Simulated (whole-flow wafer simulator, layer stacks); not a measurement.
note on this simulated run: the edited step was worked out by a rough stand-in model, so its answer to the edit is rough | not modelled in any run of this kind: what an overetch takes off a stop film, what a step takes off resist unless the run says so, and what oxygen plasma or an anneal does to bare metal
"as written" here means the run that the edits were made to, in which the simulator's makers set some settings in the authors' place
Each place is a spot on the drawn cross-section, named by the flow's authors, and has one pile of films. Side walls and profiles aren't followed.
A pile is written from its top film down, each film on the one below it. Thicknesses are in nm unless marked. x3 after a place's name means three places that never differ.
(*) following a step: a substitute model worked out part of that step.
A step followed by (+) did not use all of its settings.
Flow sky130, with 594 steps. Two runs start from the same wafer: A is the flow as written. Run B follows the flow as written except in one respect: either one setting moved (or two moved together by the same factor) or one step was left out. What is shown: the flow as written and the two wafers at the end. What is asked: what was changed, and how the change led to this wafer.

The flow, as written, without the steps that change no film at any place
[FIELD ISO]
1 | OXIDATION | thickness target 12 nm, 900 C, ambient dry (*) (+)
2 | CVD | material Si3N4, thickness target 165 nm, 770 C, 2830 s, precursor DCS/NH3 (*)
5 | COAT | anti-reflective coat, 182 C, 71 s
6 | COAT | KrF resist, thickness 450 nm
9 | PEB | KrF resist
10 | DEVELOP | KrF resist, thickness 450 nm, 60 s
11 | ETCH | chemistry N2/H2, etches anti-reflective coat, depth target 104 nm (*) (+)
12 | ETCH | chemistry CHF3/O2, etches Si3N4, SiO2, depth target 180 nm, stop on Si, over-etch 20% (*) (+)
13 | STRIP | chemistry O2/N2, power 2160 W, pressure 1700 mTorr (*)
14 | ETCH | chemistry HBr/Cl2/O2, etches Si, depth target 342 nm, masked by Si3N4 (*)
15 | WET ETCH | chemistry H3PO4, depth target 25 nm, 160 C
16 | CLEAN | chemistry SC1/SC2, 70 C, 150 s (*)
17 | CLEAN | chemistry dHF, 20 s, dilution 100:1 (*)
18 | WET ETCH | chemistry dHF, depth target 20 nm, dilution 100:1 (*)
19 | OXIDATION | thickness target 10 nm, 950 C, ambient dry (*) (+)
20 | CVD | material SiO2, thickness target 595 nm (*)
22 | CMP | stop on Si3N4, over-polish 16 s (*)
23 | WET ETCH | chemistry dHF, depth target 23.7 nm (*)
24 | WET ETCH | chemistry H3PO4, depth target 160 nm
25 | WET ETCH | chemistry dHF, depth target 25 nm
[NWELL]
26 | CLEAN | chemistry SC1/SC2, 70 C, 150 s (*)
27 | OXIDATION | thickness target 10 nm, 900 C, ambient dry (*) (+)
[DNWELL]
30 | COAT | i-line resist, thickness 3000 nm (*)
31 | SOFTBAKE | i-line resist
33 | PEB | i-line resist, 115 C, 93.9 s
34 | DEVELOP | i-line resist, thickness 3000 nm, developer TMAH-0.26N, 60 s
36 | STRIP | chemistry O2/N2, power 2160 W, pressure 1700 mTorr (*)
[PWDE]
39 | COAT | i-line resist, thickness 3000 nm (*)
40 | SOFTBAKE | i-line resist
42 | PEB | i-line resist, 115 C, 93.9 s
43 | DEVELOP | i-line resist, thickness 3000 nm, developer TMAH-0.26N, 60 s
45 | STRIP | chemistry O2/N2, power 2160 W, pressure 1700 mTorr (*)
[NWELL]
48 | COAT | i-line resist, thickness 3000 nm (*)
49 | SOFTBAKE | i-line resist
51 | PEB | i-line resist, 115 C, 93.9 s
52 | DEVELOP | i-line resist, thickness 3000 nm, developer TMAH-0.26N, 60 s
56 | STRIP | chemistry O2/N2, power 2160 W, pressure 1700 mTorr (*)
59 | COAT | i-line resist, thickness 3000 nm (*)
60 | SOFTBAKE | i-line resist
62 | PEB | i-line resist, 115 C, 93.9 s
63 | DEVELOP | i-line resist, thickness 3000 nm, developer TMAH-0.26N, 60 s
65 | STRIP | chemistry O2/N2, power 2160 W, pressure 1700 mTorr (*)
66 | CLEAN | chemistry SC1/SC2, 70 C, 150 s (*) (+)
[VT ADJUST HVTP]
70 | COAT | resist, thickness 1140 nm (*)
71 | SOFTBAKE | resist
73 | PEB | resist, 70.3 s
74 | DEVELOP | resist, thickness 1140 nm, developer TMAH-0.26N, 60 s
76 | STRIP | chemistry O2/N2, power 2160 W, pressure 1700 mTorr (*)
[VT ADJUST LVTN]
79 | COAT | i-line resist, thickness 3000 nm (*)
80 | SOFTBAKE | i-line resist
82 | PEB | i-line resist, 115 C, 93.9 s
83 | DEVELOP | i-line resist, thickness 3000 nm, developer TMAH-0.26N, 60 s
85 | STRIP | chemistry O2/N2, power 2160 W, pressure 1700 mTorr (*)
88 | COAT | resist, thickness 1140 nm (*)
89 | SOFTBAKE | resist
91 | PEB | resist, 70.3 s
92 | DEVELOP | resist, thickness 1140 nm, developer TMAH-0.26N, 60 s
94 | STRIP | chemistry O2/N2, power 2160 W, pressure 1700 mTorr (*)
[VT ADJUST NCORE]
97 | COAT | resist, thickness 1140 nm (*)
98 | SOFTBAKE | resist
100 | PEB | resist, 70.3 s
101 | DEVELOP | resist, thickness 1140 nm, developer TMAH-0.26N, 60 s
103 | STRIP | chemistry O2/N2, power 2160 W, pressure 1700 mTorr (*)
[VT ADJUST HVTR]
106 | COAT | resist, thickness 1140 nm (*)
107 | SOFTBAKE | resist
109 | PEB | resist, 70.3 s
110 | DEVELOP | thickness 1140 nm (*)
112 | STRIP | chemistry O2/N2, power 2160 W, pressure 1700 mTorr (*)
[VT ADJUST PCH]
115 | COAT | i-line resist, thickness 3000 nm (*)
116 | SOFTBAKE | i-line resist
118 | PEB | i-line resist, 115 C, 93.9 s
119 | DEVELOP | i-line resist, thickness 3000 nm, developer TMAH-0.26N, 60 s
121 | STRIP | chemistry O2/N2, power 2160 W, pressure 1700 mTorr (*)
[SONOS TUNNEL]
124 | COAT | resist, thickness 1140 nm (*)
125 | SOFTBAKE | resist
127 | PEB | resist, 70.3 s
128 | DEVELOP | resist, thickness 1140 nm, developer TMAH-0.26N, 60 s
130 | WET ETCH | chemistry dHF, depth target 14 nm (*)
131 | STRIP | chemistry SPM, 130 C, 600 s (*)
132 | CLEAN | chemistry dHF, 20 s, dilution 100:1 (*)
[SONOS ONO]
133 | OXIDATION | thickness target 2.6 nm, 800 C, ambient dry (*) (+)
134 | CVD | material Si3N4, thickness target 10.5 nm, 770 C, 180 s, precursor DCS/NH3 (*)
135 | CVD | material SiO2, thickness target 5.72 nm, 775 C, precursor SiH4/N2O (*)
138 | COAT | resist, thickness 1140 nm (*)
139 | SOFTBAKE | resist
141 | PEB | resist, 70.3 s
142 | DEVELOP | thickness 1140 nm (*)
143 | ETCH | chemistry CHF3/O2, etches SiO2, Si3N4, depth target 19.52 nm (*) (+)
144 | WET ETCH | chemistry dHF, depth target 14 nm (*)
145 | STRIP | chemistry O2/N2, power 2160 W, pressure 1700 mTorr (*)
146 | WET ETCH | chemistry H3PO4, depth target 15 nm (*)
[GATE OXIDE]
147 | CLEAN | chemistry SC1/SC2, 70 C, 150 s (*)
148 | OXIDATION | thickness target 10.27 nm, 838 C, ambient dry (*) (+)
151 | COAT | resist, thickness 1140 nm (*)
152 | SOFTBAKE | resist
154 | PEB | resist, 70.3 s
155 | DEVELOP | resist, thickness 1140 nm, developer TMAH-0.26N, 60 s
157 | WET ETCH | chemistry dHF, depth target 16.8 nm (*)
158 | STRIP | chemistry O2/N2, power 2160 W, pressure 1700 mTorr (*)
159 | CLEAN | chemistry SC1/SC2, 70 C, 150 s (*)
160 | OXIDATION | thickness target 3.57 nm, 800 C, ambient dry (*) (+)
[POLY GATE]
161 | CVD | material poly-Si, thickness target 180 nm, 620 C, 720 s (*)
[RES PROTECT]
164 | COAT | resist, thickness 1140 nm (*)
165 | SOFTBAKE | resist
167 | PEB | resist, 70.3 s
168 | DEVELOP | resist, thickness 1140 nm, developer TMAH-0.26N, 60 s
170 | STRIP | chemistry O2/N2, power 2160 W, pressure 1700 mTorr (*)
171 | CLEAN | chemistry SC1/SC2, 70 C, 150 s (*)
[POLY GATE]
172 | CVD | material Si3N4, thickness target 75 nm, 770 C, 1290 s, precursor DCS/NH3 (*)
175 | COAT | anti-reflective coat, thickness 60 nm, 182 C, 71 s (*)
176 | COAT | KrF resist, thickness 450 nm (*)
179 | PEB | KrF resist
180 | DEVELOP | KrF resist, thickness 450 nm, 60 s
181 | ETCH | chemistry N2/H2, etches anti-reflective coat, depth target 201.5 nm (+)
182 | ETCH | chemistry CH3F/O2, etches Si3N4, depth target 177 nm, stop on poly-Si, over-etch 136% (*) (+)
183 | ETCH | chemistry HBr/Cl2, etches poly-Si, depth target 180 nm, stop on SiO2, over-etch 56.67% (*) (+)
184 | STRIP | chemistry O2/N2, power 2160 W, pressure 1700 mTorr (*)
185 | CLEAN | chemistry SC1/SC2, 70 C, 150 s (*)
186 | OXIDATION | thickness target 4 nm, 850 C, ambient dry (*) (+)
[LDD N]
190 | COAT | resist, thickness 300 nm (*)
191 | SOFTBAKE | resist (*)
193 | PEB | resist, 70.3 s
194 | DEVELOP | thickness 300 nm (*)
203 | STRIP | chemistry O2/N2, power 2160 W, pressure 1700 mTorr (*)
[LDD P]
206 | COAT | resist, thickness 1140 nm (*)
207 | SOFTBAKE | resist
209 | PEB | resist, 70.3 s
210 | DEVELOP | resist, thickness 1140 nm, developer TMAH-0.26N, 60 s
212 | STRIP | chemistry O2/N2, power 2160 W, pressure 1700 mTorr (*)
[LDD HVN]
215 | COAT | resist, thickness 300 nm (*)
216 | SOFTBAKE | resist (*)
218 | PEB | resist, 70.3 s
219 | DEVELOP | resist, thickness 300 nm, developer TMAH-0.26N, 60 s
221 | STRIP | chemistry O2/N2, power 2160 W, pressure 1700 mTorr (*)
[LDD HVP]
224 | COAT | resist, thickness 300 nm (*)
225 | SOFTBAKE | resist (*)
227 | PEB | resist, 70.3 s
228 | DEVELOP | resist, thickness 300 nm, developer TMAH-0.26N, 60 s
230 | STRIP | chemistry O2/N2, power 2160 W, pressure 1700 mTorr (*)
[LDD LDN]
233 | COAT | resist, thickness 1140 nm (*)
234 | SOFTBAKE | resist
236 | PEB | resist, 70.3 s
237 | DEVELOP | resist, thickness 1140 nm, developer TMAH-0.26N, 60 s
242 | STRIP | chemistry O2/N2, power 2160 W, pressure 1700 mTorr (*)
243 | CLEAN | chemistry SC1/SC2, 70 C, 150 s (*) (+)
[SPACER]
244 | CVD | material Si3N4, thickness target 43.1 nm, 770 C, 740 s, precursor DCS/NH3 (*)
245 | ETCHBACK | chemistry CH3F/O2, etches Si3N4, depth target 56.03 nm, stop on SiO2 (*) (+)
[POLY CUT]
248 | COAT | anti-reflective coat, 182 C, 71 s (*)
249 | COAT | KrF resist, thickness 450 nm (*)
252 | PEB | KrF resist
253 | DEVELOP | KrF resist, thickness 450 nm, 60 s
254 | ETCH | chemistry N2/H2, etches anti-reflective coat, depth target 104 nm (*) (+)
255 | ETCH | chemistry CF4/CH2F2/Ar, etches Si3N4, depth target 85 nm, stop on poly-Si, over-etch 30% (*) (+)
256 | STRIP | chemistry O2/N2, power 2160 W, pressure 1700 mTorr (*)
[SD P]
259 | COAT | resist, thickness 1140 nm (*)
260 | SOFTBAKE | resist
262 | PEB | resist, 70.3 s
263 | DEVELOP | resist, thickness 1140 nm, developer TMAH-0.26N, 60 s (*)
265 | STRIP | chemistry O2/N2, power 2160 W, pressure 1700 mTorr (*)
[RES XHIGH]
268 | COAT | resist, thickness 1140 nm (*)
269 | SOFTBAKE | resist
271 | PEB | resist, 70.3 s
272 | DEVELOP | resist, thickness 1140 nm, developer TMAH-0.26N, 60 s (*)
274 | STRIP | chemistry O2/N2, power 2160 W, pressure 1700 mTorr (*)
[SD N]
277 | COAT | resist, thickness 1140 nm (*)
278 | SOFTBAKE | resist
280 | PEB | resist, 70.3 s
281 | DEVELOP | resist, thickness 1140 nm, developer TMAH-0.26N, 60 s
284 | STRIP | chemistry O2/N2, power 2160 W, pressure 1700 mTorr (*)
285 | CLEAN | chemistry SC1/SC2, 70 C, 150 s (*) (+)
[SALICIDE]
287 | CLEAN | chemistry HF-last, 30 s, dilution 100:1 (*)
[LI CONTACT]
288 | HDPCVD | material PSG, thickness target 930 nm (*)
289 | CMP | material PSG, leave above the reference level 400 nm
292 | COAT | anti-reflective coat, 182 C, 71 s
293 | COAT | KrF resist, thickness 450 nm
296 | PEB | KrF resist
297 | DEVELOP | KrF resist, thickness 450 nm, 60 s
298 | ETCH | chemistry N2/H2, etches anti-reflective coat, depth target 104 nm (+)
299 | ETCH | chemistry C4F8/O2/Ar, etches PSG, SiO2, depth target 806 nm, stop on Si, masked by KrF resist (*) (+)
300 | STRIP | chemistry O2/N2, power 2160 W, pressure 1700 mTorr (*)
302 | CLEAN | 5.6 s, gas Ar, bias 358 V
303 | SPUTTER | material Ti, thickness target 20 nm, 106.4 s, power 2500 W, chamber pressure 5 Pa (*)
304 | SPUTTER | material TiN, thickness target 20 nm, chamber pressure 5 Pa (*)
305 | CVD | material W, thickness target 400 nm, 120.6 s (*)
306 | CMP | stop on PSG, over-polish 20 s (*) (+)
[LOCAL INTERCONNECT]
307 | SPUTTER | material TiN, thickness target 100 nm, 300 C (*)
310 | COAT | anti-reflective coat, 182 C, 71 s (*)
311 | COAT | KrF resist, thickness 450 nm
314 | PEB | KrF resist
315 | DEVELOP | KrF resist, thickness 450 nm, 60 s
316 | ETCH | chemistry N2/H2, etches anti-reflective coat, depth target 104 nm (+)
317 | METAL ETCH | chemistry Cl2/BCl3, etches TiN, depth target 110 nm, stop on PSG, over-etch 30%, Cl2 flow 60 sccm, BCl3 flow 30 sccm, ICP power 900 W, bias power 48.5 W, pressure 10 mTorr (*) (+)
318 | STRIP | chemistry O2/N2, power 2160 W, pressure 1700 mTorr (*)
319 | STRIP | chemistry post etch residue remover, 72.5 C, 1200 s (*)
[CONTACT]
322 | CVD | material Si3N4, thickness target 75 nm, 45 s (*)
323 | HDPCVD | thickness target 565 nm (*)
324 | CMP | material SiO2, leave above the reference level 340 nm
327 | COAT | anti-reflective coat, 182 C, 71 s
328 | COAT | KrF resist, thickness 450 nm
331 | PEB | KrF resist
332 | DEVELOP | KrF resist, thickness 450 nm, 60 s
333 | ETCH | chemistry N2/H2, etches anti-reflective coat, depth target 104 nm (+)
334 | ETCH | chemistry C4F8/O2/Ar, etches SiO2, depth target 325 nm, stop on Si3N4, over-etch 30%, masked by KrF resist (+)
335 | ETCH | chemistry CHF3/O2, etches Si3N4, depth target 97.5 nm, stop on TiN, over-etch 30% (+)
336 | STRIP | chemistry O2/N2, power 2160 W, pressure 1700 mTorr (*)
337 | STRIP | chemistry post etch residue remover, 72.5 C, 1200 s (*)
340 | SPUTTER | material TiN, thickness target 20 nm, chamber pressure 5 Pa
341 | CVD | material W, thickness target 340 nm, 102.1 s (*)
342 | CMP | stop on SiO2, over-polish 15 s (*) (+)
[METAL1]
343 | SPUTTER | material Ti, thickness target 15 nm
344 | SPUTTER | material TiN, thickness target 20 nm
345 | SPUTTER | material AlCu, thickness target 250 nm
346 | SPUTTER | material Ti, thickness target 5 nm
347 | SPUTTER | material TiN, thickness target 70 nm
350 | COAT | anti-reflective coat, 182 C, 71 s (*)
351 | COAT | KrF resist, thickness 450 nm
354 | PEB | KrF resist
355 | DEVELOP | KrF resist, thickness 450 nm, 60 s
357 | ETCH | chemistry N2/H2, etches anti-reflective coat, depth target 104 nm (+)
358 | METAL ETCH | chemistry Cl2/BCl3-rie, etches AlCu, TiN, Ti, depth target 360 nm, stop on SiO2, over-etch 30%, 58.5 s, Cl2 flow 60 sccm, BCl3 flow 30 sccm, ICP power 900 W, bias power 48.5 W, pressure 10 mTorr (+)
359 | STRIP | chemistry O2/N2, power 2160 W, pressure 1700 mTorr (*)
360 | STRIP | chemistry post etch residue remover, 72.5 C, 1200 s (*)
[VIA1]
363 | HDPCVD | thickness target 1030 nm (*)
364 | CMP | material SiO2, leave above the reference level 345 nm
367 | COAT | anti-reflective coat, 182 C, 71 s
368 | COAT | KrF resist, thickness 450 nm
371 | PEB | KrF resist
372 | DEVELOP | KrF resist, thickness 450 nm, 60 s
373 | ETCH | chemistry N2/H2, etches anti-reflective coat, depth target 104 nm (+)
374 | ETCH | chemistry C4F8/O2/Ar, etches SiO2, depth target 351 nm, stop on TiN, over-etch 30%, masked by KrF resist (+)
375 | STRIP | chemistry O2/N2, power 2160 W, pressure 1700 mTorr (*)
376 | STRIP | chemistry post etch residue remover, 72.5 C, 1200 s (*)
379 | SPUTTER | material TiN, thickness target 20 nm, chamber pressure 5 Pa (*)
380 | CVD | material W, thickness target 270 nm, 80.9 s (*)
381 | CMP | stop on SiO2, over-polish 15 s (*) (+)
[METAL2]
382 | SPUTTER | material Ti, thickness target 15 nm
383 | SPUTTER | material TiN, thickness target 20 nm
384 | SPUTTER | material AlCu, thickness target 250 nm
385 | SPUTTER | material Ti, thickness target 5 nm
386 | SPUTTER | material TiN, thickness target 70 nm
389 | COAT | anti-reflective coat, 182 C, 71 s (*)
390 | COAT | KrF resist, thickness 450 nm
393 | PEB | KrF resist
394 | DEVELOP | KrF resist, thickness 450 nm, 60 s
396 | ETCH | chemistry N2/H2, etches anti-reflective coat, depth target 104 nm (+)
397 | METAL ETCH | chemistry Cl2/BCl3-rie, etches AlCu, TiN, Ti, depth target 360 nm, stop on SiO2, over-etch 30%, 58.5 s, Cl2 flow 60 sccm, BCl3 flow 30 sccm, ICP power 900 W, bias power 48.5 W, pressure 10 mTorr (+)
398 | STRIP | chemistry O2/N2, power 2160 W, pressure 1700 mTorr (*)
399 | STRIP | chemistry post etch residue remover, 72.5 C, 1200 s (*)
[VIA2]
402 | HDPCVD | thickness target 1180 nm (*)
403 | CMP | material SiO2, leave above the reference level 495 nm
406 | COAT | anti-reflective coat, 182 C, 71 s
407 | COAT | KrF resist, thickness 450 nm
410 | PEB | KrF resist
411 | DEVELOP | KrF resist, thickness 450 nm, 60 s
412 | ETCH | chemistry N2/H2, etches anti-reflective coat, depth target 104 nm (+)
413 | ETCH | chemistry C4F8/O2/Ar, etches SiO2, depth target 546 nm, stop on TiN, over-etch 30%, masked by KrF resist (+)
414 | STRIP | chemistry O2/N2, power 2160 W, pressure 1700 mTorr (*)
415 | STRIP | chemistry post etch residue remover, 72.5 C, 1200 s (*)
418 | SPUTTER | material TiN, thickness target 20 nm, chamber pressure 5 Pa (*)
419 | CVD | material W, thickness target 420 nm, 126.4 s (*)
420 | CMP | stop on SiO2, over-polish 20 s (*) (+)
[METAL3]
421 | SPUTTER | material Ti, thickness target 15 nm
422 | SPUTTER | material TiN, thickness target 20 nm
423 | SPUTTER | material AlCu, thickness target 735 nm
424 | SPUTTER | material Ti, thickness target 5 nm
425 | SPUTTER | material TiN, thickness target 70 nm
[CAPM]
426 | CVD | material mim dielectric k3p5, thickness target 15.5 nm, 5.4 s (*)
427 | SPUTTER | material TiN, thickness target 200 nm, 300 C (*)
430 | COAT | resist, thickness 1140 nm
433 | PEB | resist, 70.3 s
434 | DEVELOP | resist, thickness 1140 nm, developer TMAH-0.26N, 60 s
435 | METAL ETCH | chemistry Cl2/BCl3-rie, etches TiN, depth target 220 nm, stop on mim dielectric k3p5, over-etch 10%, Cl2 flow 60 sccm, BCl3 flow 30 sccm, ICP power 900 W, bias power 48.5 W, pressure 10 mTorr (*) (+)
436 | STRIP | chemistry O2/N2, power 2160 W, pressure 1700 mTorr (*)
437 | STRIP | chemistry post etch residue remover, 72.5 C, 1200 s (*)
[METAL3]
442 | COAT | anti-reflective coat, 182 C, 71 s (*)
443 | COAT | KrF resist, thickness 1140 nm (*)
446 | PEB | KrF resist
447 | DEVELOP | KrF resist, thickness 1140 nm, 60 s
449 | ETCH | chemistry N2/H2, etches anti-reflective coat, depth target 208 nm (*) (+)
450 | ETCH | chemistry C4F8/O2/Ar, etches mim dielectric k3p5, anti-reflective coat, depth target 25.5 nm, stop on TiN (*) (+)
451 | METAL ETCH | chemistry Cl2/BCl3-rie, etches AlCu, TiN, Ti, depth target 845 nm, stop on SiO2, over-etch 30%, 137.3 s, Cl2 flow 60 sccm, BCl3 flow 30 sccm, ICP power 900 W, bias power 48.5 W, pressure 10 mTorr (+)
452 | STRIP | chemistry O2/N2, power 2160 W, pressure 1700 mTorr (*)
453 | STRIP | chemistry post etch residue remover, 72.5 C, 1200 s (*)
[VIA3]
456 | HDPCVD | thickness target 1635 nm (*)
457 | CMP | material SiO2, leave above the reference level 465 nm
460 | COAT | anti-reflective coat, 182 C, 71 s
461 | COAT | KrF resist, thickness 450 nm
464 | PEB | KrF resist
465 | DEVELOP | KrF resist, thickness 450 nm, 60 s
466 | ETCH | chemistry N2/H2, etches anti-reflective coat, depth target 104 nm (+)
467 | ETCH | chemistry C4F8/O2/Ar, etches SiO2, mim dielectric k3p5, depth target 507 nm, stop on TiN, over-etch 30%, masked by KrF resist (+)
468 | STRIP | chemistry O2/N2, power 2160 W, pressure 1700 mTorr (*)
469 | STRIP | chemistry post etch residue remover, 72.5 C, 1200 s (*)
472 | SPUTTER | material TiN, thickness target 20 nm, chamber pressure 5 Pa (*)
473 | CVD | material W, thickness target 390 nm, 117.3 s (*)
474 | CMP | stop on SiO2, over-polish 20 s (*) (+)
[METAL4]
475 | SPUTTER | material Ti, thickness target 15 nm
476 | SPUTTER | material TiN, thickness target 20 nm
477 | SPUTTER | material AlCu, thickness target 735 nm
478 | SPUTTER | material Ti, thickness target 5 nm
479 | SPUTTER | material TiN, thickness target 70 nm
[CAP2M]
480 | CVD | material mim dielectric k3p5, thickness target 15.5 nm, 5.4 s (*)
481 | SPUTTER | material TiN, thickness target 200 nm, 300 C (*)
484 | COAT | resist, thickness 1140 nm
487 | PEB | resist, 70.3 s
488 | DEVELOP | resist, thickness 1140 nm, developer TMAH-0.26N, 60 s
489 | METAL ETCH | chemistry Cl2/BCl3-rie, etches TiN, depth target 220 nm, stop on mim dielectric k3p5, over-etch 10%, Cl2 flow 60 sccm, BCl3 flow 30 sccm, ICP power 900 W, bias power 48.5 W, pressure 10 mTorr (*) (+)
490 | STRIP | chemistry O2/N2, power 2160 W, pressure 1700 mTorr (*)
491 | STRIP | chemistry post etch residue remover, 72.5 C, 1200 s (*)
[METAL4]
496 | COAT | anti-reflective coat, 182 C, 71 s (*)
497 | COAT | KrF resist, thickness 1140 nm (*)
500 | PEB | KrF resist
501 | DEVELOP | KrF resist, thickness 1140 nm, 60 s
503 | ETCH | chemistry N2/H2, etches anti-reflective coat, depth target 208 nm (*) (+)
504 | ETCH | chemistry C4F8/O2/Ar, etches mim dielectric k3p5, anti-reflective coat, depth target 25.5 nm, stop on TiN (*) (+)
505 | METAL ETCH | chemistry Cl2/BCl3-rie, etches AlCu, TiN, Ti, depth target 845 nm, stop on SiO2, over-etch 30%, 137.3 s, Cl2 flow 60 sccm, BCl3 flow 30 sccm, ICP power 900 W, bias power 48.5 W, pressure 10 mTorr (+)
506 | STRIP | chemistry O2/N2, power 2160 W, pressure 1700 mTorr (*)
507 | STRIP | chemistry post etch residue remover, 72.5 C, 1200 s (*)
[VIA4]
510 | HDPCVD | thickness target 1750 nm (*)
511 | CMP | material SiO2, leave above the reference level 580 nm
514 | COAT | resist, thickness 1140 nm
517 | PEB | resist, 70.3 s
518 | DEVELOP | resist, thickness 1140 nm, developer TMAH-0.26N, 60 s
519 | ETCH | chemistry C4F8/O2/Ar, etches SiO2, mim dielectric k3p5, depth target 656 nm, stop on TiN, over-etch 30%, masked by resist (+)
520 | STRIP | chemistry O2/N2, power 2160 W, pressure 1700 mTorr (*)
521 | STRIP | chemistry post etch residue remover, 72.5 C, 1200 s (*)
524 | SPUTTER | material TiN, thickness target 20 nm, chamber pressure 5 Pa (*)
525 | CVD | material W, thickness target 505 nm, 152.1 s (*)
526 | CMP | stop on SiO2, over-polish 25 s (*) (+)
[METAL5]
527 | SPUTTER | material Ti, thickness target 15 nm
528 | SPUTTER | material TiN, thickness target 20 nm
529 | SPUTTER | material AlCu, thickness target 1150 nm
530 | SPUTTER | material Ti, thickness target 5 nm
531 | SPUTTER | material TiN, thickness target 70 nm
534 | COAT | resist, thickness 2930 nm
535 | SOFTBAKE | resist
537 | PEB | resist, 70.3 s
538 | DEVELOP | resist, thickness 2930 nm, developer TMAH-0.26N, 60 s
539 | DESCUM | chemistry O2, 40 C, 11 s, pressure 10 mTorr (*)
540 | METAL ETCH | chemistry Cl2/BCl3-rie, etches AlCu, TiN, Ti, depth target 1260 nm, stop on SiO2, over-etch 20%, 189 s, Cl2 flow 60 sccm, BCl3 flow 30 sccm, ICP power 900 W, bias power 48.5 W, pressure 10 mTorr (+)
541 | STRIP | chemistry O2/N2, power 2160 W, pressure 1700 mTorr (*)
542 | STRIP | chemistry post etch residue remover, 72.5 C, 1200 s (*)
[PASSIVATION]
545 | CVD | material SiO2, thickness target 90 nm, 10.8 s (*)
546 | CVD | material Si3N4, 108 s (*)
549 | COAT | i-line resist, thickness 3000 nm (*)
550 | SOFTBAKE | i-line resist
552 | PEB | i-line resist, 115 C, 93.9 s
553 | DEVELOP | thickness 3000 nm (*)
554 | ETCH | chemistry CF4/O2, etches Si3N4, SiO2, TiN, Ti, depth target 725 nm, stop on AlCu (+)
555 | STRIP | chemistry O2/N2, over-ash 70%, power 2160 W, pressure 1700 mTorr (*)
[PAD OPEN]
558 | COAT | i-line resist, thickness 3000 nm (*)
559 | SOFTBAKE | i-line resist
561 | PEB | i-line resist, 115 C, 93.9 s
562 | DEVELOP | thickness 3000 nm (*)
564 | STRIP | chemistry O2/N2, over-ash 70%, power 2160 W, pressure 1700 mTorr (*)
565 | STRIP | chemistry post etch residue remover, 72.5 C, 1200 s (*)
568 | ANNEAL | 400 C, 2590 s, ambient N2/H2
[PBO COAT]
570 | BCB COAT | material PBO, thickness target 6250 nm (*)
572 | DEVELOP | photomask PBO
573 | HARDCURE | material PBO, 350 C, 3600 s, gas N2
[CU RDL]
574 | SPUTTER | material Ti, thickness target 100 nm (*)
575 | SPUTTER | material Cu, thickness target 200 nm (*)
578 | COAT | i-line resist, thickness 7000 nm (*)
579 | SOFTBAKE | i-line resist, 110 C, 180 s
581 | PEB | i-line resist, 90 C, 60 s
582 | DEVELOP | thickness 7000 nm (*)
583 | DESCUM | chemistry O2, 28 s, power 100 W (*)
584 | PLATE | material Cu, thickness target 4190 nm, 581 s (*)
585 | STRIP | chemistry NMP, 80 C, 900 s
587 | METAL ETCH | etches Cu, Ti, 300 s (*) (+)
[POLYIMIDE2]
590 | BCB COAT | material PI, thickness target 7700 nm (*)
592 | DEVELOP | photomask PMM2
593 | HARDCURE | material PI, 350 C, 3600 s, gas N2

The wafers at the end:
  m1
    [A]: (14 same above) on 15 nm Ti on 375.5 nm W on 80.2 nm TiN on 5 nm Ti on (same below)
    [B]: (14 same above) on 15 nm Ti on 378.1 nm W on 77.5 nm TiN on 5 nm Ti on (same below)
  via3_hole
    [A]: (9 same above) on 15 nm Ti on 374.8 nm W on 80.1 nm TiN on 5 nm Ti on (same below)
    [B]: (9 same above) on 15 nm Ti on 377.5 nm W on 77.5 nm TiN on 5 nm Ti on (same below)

Cause: step 472, SPUTTER: thickness target 15 nm was run, though the flow has thickness target 20 nm.

Step by step, how the change led to this:
  472 | SPUTTER | material TiN, thickness target 20 nm, chamber pressure 5 Pa (*)
      field, active, n_well and 187 more: A TiN gains 20 (new film) | B TiN gains 15 (new film)
      m1: A TiN gains 10.6 | B TiN gains 7.94
      (and at 1 other place as well)
  474 | CMP | stop on SiO2, over-polish 20 s (*) (+)
      field, active, n_well and 187 more: A W loses 390 (all of it), TiN loses 20 (all of it), SiO2 loses 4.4 | B W loses 390 (all of it), TiN loses 15 (all of it), SiO2 loses 4.4
